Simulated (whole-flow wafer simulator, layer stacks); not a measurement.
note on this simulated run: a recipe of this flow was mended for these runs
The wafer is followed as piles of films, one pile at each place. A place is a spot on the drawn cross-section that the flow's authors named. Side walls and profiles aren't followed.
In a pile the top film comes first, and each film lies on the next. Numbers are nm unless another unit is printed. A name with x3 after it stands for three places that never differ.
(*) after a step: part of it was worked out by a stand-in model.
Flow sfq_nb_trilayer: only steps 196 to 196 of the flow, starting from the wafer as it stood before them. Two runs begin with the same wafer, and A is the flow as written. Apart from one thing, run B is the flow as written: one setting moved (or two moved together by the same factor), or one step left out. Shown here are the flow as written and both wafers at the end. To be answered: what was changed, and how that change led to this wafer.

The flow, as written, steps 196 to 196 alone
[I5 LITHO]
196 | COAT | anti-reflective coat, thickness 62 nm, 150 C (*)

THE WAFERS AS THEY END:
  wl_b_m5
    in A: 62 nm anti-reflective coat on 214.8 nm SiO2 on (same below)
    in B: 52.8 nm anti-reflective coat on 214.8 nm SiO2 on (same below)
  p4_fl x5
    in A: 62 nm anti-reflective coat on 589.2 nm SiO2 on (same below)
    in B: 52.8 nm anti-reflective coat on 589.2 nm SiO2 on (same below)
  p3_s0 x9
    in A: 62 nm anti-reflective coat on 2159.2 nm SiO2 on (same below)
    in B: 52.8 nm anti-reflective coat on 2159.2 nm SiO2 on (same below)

The reason: step 196, COAT: thickness 52.8 nm was run, while the flow as written has thickness 62 nm.
The wafer lets one read it off: wl_b_m5 has anti-reflective coat 52.8, and step 196 as written asks for 62 nm.

How this came from the change, step by step:
  196 | COAT | anti-reflective coat, thickness 62 nm, 150 C (*)
      p4_fl x5, p4_w1 x9, p3_s0 x9 and 41 more: A anti-reflective coat gains 62 (new film) | B anti-reflective coat gains 52.8 (new film)
      via_wl, via_w, via_wr, via_sp, via_v, lsp_r, l0_sur, l0v: A anti-reflective coat gains 62.3 (new film) | B anti-reflective coat gains 53.1 (new film)
      (and at 34 other places as well)
